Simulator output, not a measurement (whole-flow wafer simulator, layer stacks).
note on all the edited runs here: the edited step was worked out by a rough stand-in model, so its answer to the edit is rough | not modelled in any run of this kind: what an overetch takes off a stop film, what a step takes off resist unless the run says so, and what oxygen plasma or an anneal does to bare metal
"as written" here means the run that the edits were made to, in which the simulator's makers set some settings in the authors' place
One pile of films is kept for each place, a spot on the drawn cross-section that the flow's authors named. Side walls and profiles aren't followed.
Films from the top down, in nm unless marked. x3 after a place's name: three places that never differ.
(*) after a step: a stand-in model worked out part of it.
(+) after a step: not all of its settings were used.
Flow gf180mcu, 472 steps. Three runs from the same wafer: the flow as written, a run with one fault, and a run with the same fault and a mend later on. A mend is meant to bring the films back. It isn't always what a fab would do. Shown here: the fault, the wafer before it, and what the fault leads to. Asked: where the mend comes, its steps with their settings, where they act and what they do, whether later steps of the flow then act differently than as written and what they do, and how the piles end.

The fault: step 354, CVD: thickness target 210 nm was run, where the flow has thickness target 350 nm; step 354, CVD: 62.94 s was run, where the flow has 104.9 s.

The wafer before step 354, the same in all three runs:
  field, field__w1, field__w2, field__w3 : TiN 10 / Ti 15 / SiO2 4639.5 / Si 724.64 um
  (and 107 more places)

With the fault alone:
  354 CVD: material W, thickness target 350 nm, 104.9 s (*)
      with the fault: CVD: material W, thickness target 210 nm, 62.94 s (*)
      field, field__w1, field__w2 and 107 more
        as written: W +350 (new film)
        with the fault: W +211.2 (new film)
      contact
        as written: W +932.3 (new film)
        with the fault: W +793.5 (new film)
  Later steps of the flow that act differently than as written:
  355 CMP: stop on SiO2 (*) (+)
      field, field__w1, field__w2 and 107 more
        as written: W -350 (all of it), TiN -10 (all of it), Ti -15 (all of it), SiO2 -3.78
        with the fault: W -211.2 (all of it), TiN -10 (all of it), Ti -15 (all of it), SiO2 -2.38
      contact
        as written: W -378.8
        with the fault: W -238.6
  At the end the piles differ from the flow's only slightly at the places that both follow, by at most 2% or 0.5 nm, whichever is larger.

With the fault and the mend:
  The mend comes after step 354.
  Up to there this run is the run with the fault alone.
  354a CVD: material W, thickness target 140 nm, 41.96 s (the flow's step 354 once more, with other settings)
      field, field__w1, field__w2 and 108 more
        W +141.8
  No later step of the flow acts differently than as written, at any place that is followed, by more than 2% or 0.5 nm, whichever is larger.
  At the end the piles differ from the flow's only slightly at the places that both follow, by at most 2% or 0.5 nm, whichever is larger.
